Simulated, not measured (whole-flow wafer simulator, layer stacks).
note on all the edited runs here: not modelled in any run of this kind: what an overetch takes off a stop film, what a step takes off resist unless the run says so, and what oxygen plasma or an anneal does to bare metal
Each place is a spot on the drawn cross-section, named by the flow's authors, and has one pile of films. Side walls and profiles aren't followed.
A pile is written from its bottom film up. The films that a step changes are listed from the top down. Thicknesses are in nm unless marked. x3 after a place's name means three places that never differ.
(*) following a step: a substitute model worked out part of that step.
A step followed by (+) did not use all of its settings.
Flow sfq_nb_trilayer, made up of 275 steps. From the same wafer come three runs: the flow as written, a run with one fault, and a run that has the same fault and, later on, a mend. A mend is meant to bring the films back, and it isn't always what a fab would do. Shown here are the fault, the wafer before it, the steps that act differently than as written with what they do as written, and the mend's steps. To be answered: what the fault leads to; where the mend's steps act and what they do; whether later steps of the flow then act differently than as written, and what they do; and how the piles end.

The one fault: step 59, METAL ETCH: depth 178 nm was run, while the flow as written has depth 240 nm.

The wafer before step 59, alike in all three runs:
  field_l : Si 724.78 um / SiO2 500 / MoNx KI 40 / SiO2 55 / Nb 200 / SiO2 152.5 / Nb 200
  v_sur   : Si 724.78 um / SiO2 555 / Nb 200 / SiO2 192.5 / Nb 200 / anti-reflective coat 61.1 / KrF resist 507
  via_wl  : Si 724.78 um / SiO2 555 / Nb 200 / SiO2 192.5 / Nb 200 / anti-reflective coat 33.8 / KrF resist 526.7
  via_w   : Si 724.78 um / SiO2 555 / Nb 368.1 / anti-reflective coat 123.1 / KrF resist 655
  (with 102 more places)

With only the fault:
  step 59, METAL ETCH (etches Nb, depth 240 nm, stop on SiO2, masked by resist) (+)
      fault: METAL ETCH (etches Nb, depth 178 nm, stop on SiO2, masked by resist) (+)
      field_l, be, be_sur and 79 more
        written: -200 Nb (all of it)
        fault: -178 Nb
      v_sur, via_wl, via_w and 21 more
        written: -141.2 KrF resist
        fault: -104.7 KrF resist
  Steps later in the flow that act otherwise than as written:
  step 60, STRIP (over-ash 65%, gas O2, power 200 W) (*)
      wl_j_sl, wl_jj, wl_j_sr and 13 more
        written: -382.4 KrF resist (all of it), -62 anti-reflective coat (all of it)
        fault: -418.9 KrF resist (all of it), -62 anti-reflective coat (all of it)
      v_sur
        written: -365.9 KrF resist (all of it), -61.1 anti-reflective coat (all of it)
        fault: -402.3 KrF resist (all of it), -61.1 anti-reflective coat (all of it)
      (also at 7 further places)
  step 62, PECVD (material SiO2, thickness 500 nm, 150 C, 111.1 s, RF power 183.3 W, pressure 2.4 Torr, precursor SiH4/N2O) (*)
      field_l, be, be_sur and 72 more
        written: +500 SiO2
        fault: +500 SiO2 (new film)
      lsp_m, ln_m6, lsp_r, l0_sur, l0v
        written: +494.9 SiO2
        fault: +500 SiO2 (new film)
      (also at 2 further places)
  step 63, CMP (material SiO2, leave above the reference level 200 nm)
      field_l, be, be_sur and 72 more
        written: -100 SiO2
        fault: -122 SiO2
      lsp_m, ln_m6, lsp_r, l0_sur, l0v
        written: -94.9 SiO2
        fault: -122 SiO2
  The piles end different from the flow's at field_l, be, be_sur and 79 more by more than 2% or 0.5 nm, whichever is larger.
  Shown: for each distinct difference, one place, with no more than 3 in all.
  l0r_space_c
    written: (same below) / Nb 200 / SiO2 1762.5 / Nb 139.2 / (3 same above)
    fault: (same below) / Nb 200 / SiO2 192.5 / Nb 22 / SiO2 1548 / Nb 139.2 / (3 same above)
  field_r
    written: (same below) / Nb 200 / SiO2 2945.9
    fault: (same below) / Nb 200 / SiO2 192.5 / Nb 22 / SiO2 2731.4
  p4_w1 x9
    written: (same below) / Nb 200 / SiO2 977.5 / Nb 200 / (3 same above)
    fault: (same below) / Nb 200 / SiO2 192.5 / Nb 22 / SiO2 763 / Nb 200 / (3 same above)

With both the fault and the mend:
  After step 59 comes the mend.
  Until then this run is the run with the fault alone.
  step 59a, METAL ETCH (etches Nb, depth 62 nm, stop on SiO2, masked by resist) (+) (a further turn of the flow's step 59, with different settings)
      field_l, be, be_sur and 79 more
        -22 Nb (all of it)
      v_sur, via_wl, via_w and 21 more
        -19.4 KrF resist
  Steps later in the flow that act otherwise than as written:
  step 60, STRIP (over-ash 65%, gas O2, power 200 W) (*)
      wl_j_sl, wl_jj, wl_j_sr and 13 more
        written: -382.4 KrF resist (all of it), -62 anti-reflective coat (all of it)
        mend: -399.4 KrF resist (all of it), -62 anti-reflective coat (all of it)
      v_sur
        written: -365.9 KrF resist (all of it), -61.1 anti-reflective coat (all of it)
        mend: -382.9 KrF resist (all of it), -61.1 anti-reflective coat (all of it)
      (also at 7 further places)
  The piles end the same as the flow's at every place that both follow.
